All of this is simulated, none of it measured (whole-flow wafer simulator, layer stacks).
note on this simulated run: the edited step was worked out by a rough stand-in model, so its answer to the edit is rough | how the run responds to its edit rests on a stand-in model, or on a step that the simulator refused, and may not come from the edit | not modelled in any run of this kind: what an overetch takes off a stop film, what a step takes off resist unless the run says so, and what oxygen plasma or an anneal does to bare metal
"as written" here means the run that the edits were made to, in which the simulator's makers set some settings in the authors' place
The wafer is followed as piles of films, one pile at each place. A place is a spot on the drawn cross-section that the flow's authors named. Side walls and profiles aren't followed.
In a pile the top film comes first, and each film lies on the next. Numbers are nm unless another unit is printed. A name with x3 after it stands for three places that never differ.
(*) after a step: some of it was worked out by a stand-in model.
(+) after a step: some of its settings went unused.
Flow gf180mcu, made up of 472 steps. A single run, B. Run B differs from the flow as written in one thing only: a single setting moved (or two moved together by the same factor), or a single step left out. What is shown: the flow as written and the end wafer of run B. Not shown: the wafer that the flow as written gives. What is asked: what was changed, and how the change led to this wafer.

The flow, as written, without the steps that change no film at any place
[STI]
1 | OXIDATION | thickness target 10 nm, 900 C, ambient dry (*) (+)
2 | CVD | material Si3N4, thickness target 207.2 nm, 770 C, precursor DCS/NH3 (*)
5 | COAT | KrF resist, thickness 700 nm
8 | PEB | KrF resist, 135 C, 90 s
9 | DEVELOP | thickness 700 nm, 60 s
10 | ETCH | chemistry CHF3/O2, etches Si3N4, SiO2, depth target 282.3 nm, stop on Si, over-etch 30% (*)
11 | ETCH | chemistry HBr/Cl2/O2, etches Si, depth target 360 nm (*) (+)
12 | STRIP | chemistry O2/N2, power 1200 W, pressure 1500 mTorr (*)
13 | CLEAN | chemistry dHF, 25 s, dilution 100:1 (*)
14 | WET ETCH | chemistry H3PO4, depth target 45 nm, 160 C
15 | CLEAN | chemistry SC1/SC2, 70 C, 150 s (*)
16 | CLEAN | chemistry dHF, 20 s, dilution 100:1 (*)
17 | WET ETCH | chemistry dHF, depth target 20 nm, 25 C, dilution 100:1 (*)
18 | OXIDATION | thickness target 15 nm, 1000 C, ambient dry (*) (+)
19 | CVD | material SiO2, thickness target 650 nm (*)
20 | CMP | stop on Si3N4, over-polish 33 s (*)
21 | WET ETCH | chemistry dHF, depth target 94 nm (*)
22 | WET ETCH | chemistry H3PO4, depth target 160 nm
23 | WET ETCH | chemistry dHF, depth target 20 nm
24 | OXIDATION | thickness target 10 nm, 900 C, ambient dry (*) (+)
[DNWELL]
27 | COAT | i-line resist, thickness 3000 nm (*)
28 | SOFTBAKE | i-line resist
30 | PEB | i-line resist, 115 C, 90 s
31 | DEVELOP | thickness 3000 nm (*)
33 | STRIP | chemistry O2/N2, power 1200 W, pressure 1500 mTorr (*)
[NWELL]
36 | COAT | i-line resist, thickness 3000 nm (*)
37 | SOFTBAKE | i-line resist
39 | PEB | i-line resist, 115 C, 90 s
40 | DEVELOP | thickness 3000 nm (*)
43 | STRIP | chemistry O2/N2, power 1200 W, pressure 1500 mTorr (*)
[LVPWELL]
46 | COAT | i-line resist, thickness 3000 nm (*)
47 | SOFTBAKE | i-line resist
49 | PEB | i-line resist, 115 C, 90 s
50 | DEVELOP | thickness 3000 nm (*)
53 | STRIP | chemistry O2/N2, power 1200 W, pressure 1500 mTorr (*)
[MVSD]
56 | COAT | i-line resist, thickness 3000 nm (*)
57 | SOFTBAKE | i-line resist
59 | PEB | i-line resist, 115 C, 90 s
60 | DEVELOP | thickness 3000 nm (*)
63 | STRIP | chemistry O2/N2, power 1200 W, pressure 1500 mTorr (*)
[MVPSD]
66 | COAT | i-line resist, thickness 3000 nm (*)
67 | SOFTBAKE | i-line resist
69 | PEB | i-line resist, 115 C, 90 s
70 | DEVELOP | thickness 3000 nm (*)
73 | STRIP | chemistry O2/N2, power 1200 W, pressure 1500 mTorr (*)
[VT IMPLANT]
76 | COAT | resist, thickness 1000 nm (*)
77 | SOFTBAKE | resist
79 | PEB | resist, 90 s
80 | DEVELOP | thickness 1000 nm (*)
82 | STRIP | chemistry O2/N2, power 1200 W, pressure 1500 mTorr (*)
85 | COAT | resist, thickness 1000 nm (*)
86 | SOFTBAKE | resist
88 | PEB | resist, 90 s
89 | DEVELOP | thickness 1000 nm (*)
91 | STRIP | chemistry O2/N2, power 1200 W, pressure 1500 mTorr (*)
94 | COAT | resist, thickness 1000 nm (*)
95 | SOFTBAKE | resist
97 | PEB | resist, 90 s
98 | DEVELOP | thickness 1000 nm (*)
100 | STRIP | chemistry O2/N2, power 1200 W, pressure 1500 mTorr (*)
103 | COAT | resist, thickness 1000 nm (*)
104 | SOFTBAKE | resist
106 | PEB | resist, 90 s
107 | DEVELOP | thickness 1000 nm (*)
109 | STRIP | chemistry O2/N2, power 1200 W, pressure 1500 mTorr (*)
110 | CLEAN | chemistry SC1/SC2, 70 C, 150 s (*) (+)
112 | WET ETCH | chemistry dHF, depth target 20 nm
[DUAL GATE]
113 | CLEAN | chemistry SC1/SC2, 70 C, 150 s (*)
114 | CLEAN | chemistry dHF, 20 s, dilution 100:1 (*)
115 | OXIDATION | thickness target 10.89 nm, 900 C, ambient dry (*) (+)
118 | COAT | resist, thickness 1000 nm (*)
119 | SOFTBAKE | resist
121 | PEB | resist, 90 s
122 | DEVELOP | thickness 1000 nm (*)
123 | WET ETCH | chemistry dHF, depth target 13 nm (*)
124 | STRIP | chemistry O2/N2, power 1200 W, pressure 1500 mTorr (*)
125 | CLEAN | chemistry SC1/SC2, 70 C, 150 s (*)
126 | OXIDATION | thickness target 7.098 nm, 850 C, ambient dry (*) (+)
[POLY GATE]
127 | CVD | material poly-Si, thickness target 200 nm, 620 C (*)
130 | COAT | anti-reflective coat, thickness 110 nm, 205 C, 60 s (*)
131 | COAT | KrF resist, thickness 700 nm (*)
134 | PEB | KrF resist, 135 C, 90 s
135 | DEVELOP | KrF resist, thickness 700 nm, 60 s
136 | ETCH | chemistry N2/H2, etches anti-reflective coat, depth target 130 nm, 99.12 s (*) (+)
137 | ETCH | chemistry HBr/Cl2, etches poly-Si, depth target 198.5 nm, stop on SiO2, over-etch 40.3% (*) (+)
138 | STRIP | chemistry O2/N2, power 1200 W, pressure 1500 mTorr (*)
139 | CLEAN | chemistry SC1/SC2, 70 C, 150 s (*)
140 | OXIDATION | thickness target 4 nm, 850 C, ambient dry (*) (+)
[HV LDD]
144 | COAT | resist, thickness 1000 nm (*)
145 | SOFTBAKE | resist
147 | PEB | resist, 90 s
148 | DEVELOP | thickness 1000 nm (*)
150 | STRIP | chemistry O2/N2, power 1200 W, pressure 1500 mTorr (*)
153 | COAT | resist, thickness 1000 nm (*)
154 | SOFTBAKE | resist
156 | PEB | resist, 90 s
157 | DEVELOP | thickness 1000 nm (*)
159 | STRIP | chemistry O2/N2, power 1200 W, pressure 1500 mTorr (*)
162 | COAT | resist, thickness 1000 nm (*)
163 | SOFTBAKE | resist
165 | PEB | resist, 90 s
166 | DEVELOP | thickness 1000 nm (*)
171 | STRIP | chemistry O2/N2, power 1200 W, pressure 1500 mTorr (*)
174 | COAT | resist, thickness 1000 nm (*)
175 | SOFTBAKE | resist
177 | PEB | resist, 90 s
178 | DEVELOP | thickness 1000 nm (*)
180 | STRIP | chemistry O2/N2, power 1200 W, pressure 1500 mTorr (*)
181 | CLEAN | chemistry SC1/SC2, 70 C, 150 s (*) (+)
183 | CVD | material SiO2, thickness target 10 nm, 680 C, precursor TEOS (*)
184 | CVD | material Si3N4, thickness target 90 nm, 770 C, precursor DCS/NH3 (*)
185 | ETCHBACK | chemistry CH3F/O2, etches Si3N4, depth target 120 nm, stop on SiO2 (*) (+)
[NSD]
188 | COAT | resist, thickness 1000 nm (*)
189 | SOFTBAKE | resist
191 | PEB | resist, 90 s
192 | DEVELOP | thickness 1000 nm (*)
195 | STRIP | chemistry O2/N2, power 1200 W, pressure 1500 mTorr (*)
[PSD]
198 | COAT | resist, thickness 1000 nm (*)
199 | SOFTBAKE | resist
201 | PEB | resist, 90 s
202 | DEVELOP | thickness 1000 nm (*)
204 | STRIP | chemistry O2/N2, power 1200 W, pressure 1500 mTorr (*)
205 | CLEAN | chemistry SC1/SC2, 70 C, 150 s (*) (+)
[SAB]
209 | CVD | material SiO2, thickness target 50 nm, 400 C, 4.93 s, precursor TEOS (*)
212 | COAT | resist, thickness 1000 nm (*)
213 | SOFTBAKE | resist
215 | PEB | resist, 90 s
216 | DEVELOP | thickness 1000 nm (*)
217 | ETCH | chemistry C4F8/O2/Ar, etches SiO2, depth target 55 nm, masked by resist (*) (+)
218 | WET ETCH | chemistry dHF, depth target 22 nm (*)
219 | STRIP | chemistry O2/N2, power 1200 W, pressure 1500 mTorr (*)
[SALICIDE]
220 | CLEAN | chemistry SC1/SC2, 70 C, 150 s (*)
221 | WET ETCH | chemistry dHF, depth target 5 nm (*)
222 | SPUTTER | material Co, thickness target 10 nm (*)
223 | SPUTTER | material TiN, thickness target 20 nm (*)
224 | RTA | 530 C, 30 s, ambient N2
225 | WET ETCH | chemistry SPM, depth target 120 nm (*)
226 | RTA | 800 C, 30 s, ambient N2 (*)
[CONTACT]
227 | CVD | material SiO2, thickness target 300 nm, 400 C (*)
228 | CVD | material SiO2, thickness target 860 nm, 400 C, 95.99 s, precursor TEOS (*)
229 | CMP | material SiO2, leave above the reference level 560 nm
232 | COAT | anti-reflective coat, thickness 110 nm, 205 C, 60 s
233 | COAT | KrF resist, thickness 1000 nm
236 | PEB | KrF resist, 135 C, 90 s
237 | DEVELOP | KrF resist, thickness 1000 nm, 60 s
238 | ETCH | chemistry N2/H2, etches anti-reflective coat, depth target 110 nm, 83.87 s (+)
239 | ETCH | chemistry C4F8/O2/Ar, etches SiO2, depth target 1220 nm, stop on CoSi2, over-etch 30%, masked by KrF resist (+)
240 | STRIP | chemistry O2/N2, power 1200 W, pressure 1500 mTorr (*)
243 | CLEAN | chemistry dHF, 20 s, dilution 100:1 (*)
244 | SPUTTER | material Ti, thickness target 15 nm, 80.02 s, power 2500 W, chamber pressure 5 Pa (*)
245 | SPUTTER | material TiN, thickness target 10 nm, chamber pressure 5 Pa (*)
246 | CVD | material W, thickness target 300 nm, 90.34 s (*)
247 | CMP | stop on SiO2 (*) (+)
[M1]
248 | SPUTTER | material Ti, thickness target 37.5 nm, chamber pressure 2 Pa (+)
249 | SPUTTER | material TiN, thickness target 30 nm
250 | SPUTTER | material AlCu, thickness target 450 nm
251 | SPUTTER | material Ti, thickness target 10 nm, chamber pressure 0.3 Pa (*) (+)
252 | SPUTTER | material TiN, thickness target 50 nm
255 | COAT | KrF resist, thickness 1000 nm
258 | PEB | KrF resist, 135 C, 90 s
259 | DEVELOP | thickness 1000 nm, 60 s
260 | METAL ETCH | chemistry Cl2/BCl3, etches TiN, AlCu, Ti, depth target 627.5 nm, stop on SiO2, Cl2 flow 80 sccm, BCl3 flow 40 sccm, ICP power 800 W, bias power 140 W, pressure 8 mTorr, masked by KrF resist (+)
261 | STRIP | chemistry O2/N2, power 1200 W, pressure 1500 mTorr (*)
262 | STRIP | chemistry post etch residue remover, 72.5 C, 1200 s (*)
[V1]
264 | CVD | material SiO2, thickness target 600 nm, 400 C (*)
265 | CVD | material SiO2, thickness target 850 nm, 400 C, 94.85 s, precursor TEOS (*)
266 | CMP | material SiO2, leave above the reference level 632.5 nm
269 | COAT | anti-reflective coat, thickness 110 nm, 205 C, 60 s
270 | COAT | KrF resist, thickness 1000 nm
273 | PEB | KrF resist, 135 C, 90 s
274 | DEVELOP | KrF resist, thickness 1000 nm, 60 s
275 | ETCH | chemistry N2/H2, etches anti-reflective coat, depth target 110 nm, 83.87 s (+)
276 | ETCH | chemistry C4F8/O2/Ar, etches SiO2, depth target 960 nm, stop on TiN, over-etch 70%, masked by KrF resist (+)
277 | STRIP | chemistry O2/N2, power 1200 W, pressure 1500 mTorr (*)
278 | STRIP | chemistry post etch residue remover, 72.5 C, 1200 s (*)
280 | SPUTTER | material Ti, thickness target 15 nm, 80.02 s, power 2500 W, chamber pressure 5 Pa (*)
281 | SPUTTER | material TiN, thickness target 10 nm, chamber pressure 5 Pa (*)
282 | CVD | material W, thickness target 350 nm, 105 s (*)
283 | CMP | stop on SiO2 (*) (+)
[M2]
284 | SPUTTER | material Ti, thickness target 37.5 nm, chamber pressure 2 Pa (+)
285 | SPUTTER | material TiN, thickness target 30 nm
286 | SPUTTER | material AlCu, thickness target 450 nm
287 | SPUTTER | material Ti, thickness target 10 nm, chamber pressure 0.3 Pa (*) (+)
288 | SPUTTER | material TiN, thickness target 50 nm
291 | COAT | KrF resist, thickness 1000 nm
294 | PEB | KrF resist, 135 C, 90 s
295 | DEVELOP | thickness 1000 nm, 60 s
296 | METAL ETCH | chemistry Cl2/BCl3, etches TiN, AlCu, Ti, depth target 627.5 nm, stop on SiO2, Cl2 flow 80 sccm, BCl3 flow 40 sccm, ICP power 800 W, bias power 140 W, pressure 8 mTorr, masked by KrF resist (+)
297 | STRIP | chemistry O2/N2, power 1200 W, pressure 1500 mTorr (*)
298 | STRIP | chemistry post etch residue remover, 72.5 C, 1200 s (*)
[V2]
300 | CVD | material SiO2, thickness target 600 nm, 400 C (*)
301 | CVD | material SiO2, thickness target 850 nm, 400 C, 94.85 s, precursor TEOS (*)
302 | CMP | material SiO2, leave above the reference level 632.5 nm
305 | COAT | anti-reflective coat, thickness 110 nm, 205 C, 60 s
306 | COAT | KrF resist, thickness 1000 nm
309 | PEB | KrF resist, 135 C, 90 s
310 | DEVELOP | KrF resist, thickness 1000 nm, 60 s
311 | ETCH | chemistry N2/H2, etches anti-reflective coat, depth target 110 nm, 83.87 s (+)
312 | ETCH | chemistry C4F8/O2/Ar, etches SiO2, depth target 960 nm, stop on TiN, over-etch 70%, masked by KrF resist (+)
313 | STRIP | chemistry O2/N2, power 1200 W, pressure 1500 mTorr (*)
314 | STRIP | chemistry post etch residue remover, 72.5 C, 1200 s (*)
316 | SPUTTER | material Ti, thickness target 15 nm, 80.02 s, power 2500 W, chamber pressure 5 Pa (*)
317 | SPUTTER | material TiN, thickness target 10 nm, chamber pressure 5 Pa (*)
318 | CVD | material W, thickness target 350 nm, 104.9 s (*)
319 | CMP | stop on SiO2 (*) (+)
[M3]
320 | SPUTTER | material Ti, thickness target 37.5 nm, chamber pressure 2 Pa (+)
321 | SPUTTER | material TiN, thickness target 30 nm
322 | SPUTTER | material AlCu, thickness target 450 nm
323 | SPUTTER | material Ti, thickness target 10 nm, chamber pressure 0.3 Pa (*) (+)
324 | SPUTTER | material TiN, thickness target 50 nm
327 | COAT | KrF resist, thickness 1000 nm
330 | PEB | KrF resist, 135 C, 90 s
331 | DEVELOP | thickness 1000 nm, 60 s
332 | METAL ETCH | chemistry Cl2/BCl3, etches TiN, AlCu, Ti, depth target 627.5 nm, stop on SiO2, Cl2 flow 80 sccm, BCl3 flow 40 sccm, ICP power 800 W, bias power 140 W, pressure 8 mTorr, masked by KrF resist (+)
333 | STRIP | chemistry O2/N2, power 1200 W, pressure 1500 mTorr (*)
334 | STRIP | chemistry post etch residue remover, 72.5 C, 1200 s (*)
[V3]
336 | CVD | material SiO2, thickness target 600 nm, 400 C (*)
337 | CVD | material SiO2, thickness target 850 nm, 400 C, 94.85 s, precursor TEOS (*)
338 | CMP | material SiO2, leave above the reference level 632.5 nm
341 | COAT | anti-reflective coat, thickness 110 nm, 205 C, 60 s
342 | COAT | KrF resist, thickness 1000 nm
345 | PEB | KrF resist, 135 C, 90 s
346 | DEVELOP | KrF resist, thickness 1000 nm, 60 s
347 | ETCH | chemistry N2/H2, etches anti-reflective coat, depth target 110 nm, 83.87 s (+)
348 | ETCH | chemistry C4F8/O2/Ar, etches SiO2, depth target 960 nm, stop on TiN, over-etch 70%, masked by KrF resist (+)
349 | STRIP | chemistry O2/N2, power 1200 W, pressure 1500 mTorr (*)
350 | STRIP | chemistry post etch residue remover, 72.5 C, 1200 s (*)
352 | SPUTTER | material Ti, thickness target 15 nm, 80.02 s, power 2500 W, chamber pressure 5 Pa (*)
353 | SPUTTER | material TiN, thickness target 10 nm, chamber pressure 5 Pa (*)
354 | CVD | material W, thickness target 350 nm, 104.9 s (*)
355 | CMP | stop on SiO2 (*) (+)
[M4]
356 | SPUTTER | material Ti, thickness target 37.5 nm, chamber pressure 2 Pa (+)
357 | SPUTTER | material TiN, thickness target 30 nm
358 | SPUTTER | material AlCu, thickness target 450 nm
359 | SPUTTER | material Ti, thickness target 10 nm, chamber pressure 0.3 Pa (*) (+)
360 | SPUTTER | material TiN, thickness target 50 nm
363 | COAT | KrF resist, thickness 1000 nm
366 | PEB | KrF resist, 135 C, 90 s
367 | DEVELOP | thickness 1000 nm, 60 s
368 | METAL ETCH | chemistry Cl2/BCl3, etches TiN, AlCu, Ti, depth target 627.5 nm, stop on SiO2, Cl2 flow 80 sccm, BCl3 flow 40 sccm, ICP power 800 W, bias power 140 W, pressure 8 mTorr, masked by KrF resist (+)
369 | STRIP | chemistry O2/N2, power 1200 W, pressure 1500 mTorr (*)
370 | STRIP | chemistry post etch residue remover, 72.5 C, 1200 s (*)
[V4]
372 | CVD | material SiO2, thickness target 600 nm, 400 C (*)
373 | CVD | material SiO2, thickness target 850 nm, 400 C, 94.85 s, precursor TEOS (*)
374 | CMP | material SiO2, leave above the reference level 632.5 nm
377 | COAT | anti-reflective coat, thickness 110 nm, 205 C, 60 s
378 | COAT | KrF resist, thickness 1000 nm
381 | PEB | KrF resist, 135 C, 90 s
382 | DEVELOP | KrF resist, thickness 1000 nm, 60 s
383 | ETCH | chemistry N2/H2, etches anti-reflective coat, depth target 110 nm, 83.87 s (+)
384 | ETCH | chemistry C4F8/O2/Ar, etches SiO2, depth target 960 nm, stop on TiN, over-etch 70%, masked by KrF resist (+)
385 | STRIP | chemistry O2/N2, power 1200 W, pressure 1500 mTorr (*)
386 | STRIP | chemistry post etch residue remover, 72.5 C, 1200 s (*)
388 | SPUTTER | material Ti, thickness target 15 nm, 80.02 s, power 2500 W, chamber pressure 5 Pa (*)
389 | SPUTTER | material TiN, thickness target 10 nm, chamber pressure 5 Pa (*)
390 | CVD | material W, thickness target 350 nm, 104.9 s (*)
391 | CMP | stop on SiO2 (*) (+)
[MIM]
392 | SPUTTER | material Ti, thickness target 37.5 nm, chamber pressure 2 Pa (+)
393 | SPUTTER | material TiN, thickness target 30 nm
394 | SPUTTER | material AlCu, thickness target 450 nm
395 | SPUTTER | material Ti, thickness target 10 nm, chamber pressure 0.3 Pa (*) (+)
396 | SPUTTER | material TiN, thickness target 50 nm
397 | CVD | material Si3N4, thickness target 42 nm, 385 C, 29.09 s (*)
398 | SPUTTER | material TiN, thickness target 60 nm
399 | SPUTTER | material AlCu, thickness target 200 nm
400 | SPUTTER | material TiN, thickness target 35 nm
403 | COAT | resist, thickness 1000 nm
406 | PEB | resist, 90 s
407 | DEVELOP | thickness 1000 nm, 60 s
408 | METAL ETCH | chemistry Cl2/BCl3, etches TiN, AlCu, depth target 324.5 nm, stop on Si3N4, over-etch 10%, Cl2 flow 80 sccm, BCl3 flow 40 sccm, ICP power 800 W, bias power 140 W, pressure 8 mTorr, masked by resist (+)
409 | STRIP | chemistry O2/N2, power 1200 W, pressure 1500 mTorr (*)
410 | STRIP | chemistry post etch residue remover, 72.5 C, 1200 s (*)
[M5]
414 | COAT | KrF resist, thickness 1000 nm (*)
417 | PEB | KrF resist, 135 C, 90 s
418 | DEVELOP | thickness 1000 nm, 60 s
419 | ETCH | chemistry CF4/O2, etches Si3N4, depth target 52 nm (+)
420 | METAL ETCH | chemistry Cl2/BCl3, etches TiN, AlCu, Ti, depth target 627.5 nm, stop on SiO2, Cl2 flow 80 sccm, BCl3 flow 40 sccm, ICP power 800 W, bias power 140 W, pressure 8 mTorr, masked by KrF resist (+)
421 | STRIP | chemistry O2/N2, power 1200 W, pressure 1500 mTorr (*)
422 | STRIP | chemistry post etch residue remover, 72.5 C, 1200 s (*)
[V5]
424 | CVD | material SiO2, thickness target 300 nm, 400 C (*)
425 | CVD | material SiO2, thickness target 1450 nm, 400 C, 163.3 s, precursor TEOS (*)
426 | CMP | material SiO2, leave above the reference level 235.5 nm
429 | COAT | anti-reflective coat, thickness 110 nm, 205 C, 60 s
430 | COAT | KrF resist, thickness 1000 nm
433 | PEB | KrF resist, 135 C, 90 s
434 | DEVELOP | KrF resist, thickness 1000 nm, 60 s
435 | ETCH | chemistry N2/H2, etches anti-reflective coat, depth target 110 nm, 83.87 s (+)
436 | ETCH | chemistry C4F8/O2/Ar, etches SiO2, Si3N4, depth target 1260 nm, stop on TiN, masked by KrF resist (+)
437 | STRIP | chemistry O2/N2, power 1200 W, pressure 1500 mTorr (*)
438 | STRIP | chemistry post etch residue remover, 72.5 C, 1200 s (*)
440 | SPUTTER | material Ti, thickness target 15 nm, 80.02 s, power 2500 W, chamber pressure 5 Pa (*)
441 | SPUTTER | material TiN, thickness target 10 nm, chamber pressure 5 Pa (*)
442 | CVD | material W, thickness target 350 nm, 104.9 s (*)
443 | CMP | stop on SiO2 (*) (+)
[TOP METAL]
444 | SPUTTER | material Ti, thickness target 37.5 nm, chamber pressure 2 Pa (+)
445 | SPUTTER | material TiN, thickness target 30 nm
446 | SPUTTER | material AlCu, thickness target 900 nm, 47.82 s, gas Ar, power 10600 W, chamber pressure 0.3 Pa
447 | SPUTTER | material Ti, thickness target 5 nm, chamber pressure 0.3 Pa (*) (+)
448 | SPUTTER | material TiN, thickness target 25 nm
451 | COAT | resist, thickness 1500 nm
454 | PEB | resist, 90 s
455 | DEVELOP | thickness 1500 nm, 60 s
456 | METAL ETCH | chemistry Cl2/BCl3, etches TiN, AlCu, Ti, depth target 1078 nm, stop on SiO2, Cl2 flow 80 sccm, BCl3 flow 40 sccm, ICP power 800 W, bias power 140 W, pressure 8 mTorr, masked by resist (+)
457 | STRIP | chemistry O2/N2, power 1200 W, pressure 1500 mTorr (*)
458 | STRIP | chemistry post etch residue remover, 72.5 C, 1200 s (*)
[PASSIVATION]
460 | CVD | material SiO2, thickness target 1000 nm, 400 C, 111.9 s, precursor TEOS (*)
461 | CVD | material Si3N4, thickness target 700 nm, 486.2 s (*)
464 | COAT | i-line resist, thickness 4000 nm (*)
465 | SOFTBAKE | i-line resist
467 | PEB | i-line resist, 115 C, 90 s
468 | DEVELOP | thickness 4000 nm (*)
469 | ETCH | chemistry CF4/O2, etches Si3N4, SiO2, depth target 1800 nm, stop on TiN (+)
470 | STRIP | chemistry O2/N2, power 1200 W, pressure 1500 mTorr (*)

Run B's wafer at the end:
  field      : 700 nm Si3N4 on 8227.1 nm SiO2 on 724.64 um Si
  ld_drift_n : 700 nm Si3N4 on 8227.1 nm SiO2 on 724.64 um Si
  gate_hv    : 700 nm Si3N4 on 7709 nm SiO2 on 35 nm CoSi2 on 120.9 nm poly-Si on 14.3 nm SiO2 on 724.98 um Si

Cause: step 127, CVD: thickness target 160 nm was run, though the flow has thickness target 200 nm.

How this came from the change, step by step:
  127 | CVD | material poly-Si, thickness target 200 nm, 620 C (*)
      field, field__w1, field__w2 and 89 more: poly-Si gains 160 (new film) (in the flow as written it would be: poly-Si gains 200 (new film))
  137 | ETCH | chemistry HBr/Cl2, etches poly-Si, depth target 198.5 nm, stop on SiO2, over-etch 40.3% (*) (+)
      gate, gate_hv, gate_p and 25 more: KrF resist loses 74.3 (in the flow as written it would be: KrF resist loses 92.8)
      field, field__w3, field__w12 and 10 more: poly-Si loses 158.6 (all of it), SiO2 loses 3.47 (in the flow as written it would be: poly-Si loses 198.6 (all of it), SiO2 loses 0.4)
      (as well as at 51 more places)
  138 | STRIP | chemistry O2/N2, power 1200 W, pressure 1500 mTorr (*)
      gate: chemical SiO2 gains 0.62 (new film), KrF resist loses 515 (all of it), anti-reflective coat loses 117 (all of it), poly-Si loses 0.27 (in the flow as written it would be: chemical SiO2 gains 0.62 (new film), KrF resist loses 496.5 (all of it), anti-reflective coat loses 117 (all of it), poly-Si loses 0.27)
      gate_hv: chemical SiO2 gains 0.62 (new film), KrF resist loses 513.8 (all of it), anti-reflective coat loses 109.8 (all of it), poly-Si loses 0.27 (in the flow as written it would be: chemical SiO2 gains 0.62 (new film), KrF resist loses 495.3 (all of it), anti-reflective coat loses 109.8 (all of it), poly-Si loses 0.27)
      (as well as at 26 more places)
  144 | COAT | resist, thickness 1000 nm (*)
      gate: resist gains 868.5 (new film) (in the flow as written it would be: resist gains 837.4 (new film))
      gate_hv: resist gains 873.5 (new film) (in the flow as written it would be: resist gains 845.5 (new film))
      (as well as at 26 more places)
  145 | SOFTBAKE | resist
      field_sub: resist gains 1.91 (in the flow as written it would be: resist gains 2.41)
      field_sub__w5: resist gains 1.64 (in the flow as written it would be: resist gains 2.14)
      (as well as at 7 more places)
  147 | PEB | resist, 90 s
      npoly_u, ldn_fp, ldp_fp: resist loses 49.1 (in the flow as written it would be: resist loses 47.4)
      gate_p_hv, gate_hv5: resist loses 49.5 (in the flow as written it would be: resist loses 47.8)
      (as well as at 23 more places)
  148 | DEVELOP | thickness 1000 nm (*)
      gate: resist loses 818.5 (all of it) (in the flow as written it would be: resist loses 789.1 (all of it))
      npoly_u: resist loses 818.1 (all of it) (in the flow as written it would be: resist loses 790.2 (all of it))
      (as well as at 3 more places)
  150 | STRIP | chemistry O2/N2, power 1200 W, pressure 1500 mTorr (*)
      gate_hv: resist loses 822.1 (all of it) (in the flow as written it would be: resist loses 795.2 (all of it))
      gate_p: resist loses 823.7 (all of it) (in the flow as written it would be: resist loses 795.2 (all of it))
      (as well as at 21 more places)
  153 | COAT | resist, thickness 1000 nm (*)
      gate: resist gains 868.5 (new film) (in the flow as written it would be: resist gains 837.4 (new film))
      gate_hv: resist gains 873.5 (new film) (in the flow as written it would be: resist gains 845.5 (new film))
      (as well as at 26 more places)
  154 | SOFTBAKE | resist
      field_sub: resist gains 1.91 (in the flow as written it would be: resist gains 2.41)
      field_sub__w5: resist gains 1.64 (in the flow as written it would be: resist gains 2.14)
      (as well as at 7 more places)
  156 | PEB | resist, 90 s
      npoly_u, ldn_fp, ldp_fp: resist loses 49.1 (in the flow as written it would be: resist loses 47.4)
      gate_p_hv, gate_hv5: resist loses 49.5 (in the flow as written it would be: resist loses 47.8)
      (as well as at 23 more places)
  157 | DEVELOP | thickness 1000 nm (*)
      gate_p: resist loses 823.7 (all of it) (in the flow as written it would be: resist loses 795.2 (all of it))
      ppoly_u: resist loses 820.6 (all of it) (in the flow as written it would be: resist loses 793.1 (all of it))
      (as well as at 3 more places)
  159 | STRIP | chemistry O2/N2, power 1200 W, pressure 1500 mTorr (*)
      gate: resist loses 818.5 (all of it) (in the flow as written it would be: resist loses 789.1 (all of it))
      gate_hv: resist loses 822.1 (all of it) (in the flow as written it would be: resist loses 795.2 (all of it))
      (as well as at 21 more places)
  162 | COAT | resist, thickness 1000 nm (*)
      gate: resist gains 868.5 (new film) (in the flow as written it would be: resist gains 837.4 (new film))
      gate_hv: resist gains 873.5 (new film) (in the flow as written it would be: resist gains 845.5 (new film))
      (as well as at 26 more places)
  163 | SOFTBAKE | resist
      field_sub: resist gains 1.91 (in the flow as written it would be: resist gains 2.41)
      field_sub__w5: resist gains 1.64 (in the flow as written it would be: resist gains 2.14)
      (as well as at 7 more places)
  165 | PEB | resist, 90 s
      npoly_u, ldn_fp, ldp_fp: resist loses 49.1 (in the flow as written it would be: resist loses 47.4)
      gate_p_hv, gate_hv5: resist loses 49.5 (in the flow as written it would be: resist loses 47.8)
      (as well as at 23 more places)
  ... 32 further steps ...
  246 | CVD | material W, thickness target 300 nm, 90.34 s (*)
      polyc_n, polyc_p: W gains 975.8 (new film) (in the flow as written it would be: W gains 936 (new film))
